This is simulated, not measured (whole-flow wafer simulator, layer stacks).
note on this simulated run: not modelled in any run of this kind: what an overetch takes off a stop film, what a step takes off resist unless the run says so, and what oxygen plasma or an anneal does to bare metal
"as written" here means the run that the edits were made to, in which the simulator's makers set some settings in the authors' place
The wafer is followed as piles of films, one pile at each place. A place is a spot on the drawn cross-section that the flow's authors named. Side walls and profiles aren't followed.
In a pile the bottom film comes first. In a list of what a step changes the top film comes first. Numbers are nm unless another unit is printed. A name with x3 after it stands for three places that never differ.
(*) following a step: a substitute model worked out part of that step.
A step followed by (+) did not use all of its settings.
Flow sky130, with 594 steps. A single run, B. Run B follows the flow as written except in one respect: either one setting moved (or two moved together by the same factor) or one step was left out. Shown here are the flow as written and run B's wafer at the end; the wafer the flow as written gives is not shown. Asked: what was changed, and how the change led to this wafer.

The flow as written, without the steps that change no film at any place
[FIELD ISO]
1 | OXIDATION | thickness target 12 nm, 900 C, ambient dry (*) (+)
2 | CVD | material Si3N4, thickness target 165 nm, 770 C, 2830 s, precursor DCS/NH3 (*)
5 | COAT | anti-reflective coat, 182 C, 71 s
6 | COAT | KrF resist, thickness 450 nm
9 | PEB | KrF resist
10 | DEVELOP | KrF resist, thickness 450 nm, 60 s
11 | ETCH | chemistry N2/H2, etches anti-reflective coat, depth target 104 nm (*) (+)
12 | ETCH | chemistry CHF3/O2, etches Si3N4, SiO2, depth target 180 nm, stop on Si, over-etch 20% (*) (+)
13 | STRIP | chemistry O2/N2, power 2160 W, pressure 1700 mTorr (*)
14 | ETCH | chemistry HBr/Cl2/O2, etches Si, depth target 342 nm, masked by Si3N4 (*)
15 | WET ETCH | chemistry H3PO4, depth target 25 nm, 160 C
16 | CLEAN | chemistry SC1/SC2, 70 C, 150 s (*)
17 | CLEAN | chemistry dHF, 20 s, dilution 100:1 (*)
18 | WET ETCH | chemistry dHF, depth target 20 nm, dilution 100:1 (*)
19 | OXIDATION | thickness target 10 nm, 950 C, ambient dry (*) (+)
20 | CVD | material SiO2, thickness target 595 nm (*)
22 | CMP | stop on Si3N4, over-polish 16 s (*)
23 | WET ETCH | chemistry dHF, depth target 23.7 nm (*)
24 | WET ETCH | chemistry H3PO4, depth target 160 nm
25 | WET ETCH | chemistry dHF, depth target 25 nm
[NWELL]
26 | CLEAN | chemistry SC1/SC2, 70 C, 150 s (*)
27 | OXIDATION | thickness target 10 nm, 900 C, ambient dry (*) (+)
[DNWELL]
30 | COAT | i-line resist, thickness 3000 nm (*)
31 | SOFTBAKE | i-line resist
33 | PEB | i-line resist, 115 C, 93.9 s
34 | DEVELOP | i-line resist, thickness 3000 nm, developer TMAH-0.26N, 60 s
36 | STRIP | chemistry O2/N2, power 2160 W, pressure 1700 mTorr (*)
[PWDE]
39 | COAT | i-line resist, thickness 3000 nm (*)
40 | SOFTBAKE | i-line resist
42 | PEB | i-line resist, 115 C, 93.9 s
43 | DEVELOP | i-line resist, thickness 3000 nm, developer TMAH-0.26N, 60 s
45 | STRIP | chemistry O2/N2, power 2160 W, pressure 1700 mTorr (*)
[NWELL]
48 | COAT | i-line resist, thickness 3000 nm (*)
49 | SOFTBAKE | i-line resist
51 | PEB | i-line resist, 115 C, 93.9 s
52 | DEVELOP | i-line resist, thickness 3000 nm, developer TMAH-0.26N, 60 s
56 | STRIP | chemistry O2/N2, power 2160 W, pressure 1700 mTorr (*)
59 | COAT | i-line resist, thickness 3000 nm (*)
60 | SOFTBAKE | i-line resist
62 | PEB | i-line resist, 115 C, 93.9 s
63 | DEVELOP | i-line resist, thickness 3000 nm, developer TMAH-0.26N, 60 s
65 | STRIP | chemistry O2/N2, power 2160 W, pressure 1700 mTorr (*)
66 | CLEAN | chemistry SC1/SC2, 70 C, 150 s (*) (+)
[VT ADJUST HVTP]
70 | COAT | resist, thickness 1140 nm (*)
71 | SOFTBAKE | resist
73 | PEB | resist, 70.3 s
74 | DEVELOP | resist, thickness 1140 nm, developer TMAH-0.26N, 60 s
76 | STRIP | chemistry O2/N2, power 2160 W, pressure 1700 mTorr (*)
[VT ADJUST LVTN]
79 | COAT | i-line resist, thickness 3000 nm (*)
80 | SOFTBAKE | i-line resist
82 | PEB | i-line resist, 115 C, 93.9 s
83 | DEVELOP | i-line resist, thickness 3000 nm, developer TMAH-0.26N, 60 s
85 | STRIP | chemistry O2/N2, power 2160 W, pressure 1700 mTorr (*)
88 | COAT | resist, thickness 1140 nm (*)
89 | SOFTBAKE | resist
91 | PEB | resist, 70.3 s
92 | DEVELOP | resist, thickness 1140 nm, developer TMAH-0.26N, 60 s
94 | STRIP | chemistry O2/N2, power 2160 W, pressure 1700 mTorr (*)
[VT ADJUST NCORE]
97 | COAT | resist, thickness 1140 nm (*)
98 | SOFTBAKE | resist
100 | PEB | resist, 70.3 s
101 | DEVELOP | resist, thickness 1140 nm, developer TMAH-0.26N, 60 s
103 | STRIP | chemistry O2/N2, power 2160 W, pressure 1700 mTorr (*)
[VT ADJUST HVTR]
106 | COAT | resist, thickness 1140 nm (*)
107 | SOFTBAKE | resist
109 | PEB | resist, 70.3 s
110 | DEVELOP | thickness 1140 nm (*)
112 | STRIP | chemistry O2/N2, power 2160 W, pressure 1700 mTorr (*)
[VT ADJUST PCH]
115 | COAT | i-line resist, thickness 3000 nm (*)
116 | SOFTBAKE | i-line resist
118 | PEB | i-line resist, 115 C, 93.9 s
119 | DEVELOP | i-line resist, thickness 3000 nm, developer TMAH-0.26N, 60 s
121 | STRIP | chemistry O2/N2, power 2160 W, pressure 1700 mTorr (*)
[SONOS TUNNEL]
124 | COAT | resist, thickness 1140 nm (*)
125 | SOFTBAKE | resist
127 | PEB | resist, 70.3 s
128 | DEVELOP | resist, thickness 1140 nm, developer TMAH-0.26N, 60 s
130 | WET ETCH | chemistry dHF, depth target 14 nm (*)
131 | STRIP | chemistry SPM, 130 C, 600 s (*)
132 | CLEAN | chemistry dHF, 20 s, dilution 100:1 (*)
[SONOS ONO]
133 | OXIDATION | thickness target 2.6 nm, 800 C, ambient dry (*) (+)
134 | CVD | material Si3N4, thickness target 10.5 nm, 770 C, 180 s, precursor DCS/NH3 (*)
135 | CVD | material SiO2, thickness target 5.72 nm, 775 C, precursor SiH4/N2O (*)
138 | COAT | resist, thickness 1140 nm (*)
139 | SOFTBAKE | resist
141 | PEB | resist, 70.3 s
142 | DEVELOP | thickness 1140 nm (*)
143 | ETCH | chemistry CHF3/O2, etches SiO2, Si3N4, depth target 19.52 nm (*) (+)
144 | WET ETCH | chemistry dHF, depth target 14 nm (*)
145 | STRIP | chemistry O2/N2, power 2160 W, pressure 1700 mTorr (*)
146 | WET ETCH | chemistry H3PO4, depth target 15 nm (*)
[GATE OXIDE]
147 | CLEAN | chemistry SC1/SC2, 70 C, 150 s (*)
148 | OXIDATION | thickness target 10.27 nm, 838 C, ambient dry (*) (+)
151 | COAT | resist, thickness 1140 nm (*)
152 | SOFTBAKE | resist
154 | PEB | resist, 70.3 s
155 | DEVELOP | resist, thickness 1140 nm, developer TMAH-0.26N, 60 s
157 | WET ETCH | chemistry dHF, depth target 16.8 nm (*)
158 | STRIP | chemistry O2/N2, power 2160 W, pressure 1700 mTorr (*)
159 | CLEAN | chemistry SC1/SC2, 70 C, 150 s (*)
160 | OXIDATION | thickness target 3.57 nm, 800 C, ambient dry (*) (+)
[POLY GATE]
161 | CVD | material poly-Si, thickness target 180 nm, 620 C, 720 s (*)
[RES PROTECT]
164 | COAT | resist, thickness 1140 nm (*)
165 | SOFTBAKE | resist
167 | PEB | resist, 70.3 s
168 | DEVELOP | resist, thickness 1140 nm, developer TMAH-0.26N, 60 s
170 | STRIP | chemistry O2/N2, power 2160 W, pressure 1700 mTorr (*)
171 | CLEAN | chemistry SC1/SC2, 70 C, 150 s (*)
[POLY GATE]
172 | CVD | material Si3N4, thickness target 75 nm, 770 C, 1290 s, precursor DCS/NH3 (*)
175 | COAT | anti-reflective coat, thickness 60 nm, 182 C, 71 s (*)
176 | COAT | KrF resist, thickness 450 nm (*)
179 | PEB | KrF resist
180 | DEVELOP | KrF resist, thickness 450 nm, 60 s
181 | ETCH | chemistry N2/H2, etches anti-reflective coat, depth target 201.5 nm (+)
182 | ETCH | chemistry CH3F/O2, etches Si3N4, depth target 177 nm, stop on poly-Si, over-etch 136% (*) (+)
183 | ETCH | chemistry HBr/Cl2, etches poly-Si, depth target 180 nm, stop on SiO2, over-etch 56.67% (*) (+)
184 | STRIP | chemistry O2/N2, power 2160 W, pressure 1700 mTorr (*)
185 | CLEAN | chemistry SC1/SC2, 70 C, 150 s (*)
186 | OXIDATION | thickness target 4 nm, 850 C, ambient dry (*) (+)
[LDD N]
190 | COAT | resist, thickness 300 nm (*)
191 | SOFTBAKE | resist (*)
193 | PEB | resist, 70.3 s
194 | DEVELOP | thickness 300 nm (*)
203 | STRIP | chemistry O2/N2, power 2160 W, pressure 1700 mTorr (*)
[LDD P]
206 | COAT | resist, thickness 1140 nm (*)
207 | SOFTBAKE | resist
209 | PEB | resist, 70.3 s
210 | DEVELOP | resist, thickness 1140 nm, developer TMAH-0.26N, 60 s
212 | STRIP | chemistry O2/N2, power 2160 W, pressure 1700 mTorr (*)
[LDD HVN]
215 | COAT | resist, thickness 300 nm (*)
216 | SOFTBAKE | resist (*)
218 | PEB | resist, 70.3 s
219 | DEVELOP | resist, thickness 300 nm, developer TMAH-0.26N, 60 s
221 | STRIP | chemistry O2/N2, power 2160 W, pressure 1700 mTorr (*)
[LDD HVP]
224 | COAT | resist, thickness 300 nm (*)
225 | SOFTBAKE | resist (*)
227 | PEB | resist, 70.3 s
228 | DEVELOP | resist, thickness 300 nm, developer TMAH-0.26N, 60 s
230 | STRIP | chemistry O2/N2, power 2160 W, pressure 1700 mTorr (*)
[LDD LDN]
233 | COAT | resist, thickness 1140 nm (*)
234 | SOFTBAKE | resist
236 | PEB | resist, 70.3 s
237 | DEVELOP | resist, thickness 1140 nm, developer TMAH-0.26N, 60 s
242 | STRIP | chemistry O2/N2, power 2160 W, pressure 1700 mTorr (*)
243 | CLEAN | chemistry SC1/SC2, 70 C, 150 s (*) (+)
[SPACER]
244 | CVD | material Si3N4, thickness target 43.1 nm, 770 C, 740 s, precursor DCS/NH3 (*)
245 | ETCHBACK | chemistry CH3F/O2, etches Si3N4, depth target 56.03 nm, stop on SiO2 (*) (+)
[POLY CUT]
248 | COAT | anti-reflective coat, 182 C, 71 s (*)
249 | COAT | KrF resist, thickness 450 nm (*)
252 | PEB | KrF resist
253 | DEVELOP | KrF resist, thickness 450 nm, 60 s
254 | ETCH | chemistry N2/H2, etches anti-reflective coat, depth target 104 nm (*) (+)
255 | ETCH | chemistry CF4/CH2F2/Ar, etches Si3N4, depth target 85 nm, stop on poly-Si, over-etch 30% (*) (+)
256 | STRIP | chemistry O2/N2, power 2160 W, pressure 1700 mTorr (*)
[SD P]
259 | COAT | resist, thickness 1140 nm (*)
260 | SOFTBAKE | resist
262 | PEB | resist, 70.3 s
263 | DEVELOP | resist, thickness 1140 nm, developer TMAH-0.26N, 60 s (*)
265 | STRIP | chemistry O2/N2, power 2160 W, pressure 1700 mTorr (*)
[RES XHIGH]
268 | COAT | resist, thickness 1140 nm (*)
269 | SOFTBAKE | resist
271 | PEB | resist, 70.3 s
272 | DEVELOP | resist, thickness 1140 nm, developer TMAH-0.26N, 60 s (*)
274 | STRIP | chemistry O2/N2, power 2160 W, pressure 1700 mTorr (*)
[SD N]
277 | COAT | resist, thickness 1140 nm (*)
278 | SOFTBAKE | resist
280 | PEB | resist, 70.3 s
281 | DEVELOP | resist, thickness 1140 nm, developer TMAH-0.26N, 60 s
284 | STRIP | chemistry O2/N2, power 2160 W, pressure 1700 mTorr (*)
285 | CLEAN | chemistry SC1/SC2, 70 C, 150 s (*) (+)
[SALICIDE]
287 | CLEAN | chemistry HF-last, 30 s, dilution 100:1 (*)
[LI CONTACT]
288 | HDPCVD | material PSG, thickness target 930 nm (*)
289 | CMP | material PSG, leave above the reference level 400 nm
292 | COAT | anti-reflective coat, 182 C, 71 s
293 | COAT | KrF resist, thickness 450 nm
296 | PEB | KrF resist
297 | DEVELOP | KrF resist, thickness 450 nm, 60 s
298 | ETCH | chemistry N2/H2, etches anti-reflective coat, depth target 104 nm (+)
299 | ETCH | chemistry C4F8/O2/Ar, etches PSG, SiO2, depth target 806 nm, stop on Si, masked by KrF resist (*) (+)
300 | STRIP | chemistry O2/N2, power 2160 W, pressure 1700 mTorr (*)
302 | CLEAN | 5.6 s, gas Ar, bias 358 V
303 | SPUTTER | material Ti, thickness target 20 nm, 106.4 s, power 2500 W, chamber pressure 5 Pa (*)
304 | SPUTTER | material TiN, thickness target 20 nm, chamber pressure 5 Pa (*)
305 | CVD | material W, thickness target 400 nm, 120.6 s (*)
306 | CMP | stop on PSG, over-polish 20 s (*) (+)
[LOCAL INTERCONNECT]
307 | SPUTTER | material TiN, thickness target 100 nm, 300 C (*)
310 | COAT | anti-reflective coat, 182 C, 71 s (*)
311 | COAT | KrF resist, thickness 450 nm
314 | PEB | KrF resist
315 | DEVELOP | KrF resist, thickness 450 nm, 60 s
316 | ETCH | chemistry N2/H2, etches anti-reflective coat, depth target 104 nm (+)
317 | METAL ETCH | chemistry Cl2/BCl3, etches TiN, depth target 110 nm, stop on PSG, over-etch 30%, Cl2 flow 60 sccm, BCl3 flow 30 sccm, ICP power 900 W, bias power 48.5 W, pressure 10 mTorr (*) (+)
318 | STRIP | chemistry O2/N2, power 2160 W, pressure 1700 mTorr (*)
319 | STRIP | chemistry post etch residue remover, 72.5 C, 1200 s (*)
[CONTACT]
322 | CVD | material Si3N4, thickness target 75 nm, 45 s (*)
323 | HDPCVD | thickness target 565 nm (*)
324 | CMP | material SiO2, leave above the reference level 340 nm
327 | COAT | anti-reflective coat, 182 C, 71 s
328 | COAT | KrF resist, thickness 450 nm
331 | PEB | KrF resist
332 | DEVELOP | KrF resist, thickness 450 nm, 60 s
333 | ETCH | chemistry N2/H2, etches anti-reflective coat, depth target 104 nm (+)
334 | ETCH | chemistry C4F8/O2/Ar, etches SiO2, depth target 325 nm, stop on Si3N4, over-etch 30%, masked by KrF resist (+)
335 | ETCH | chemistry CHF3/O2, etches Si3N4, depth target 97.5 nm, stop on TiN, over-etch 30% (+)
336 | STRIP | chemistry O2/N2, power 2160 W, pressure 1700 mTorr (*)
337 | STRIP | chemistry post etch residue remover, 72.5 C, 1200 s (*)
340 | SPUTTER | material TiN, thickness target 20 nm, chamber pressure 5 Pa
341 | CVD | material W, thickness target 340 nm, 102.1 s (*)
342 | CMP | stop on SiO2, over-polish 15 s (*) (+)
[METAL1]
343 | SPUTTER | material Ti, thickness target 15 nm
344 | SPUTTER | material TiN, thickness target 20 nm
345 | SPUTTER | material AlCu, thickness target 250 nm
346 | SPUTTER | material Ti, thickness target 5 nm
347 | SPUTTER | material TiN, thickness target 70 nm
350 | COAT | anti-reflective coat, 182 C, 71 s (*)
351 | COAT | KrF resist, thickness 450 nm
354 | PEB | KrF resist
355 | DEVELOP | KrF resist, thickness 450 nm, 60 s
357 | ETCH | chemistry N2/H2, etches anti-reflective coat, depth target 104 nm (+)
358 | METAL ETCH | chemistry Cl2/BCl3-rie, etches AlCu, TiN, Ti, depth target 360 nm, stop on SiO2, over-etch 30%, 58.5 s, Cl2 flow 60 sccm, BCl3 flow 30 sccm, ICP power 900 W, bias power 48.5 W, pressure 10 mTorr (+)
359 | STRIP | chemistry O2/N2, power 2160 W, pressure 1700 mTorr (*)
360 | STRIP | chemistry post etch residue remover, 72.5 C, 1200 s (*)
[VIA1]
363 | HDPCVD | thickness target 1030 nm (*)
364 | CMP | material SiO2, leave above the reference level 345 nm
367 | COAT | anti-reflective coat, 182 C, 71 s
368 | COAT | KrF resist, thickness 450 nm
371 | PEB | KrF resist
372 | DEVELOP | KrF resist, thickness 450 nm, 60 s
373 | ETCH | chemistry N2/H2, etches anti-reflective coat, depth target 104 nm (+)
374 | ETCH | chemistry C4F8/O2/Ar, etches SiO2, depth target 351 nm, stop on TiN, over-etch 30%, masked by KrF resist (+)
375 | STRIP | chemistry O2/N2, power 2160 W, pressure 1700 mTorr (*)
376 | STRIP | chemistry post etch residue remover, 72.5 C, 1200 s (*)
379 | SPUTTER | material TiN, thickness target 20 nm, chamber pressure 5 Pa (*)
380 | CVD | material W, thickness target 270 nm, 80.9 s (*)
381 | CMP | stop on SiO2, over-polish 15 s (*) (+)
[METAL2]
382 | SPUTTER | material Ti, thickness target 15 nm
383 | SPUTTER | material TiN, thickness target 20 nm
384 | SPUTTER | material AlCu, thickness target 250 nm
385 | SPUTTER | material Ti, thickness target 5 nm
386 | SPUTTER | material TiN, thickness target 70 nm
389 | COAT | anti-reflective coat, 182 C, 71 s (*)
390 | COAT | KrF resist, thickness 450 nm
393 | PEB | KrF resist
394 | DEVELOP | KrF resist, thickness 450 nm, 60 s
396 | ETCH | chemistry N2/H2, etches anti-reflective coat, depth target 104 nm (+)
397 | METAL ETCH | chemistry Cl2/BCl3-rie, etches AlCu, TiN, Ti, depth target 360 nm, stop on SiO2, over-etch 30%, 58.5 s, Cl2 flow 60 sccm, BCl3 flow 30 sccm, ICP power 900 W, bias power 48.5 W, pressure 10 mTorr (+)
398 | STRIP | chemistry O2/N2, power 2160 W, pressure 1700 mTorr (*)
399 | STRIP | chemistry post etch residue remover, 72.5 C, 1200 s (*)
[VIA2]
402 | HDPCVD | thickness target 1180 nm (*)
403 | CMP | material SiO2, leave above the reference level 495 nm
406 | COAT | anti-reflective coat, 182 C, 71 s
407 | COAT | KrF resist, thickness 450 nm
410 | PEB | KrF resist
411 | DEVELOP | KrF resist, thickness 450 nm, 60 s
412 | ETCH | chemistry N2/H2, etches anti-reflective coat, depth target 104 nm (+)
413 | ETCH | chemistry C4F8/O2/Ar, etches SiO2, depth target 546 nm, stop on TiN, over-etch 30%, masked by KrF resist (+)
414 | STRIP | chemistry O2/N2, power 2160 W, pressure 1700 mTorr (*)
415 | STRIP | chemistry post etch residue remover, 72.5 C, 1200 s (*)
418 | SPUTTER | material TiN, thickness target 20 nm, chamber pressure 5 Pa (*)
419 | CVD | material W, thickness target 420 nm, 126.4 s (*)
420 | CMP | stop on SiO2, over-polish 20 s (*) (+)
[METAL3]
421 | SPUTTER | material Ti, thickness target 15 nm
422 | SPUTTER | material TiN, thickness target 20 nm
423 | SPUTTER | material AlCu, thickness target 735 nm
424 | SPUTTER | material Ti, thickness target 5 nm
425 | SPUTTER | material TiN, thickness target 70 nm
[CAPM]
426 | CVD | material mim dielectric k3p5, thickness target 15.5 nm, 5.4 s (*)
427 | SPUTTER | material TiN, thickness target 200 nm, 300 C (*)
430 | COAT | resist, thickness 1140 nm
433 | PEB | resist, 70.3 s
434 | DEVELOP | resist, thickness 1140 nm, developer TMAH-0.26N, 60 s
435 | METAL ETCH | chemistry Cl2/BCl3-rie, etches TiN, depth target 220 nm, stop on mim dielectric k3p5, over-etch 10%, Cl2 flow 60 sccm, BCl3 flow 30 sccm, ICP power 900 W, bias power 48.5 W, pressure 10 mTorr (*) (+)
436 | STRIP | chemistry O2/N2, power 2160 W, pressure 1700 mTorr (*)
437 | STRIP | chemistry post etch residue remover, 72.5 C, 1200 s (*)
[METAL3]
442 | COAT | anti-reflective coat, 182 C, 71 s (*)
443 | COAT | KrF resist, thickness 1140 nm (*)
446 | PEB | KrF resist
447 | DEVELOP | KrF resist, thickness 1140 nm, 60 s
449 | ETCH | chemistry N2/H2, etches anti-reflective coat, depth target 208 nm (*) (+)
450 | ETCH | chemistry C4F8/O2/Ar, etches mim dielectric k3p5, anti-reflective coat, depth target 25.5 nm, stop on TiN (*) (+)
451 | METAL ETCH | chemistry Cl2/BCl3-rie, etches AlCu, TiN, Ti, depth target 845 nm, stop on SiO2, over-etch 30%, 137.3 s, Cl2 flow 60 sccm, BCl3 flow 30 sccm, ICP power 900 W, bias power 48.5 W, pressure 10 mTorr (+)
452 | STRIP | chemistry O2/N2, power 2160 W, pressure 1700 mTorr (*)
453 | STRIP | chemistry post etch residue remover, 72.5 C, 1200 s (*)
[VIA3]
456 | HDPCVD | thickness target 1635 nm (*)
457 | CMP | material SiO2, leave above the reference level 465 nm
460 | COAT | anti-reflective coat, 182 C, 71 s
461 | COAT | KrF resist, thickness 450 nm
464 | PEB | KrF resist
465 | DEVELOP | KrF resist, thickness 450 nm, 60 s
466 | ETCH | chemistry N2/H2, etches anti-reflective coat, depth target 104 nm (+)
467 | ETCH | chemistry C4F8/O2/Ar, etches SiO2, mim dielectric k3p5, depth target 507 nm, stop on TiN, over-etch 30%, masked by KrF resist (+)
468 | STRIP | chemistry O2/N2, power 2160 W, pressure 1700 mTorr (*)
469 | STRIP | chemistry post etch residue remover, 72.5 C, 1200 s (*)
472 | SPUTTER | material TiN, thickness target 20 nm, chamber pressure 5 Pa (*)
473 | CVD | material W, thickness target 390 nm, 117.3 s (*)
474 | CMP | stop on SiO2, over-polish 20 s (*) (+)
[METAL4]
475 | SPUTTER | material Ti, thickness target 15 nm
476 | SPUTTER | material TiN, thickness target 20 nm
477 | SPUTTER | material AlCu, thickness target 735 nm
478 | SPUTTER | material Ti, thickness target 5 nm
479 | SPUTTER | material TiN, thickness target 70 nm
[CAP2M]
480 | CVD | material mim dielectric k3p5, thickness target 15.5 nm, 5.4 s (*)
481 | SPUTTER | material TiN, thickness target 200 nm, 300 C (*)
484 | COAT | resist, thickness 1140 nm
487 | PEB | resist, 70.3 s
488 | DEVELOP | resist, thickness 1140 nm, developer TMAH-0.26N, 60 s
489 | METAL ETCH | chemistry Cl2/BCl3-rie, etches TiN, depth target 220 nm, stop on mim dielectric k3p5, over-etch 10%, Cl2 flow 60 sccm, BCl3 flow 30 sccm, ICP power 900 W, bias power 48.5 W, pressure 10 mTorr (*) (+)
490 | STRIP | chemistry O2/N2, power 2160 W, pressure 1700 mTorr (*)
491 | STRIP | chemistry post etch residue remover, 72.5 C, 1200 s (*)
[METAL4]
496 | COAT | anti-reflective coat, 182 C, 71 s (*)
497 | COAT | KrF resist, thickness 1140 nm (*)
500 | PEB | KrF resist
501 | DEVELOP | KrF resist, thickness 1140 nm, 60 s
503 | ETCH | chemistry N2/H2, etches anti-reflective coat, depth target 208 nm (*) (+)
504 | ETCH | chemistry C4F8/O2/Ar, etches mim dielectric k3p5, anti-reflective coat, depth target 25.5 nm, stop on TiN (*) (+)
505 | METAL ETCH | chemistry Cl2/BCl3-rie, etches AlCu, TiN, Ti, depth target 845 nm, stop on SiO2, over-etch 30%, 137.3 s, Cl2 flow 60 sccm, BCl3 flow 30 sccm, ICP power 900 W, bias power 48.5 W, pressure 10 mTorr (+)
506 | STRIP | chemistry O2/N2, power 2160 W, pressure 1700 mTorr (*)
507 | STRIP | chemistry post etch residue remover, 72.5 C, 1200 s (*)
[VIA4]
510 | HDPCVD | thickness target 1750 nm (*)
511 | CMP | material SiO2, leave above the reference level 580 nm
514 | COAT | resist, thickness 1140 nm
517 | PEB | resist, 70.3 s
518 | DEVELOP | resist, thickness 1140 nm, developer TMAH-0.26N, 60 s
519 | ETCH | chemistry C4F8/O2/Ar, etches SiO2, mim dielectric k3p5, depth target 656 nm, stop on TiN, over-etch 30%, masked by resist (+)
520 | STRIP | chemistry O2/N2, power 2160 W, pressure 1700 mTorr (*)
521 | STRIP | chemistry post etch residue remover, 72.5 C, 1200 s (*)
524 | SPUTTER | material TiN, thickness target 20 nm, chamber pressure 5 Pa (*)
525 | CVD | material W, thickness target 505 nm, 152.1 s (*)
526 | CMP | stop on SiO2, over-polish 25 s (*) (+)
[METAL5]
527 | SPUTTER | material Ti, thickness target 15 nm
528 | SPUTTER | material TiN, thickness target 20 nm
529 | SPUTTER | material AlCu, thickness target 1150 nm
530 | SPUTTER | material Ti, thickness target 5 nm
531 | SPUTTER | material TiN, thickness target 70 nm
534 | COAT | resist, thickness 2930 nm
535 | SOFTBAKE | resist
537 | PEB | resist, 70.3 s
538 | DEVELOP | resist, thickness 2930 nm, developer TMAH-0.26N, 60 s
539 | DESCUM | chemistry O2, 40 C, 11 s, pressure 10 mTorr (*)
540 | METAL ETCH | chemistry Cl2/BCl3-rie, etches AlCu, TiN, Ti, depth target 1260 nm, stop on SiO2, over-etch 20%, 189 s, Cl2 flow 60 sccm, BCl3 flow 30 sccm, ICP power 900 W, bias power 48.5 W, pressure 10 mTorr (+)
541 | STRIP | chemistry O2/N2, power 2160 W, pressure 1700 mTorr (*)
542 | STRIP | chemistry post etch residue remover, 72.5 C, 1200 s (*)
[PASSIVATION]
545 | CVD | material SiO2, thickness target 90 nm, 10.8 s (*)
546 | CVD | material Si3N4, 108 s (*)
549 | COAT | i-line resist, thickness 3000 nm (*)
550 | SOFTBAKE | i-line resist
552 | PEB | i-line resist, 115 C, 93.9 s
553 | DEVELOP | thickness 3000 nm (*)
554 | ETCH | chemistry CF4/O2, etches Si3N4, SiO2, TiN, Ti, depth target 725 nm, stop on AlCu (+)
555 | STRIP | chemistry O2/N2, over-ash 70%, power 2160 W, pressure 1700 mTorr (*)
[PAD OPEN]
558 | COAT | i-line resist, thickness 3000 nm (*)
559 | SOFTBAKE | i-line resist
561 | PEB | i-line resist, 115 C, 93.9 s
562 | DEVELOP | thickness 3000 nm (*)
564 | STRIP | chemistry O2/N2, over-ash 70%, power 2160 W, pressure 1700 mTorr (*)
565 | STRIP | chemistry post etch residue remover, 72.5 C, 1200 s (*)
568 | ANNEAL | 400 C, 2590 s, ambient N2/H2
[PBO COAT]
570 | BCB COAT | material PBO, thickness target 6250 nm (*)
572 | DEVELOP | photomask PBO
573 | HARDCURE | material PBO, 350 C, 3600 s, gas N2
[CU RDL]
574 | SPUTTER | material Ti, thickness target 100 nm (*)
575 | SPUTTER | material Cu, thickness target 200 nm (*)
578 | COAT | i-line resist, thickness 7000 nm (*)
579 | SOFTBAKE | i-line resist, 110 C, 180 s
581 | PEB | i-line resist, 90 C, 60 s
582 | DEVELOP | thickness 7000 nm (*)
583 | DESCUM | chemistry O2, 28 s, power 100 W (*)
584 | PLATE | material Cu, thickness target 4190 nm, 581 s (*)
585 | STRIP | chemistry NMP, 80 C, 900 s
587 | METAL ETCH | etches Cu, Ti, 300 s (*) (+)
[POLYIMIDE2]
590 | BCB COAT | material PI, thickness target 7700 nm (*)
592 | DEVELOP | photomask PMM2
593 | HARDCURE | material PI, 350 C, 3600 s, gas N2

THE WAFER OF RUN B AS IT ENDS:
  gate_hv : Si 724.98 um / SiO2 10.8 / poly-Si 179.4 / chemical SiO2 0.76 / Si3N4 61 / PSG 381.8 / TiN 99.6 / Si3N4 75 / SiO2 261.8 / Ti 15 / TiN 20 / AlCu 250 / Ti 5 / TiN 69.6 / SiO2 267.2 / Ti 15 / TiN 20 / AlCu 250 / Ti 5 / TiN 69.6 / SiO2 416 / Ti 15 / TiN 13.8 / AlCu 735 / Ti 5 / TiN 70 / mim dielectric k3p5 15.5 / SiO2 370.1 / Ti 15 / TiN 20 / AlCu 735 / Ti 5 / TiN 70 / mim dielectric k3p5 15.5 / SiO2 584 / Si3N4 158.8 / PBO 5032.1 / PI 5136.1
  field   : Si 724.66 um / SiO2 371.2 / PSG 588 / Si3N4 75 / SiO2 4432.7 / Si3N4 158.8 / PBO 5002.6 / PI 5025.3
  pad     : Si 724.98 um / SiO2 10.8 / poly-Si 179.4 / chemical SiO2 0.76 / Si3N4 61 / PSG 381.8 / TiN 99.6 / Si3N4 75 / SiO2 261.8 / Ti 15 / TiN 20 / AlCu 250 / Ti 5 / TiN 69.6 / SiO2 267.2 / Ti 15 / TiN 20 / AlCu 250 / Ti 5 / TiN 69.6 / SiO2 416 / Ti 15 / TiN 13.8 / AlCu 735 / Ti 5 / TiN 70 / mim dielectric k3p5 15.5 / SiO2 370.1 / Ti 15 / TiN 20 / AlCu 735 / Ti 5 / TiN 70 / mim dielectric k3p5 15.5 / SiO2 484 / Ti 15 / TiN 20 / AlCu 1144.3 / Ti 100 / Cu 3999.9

Cause: step 422, SPUTTER: thickness target 13.8 nm was run, though the flow has thickness target 20 nm.
One can read it off the wafer: gate_hv has TiN 13.8, and step 422 as written asks for 20 nm.

How this came from the change, step by step:
  422 | SPUTTER | material TiN, thickness target 20 nm
      field, active, n_well and 188 more: +13.8 TiN (new film) (it would be, as written: +20 TiN (new film))
  451 | METAL ETCH | chemistry Cl2/BCl3-rie, etches AlCu, TiN, Ti, depth target 845 nm, stop on SiO2, over-etch 30%, 137.3 s, Cl2 flow 60 sccm, BCl3 flow 30 sccm, ICP power 900 W, bias power 48.5 W, pressure 10 mTorr (+)
      field, gate, spacer and 68 more: -70 TiN (all of it), -5 Ti (all of it), -735 AlCu (all of it), -13.8 TiN (all of it), -15 Ti (all of it), -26 SiO2 (it would be, as written: -70 TiN (all of it), -5 Ti (all of it), -735 AlCu (all of it), -20 TiN (all of it), -15 Ti (all of it), -25.4 SiO2)
      active, vpp_ln, vpp_iso2 and 11 more: -70 TiN (all of it), -5 Ti (all of it), -735 AlCu (all of it), -13.8 TiN (all of it), -15 Ti (all of it), -26 SiO2 (it would be, as written: -70 TiN (all of it), -5 Ti (all of it), -735 AlCu (all of it), -20 TiN (all of it), -15 Ti (all of it), -25.3 SiO2)
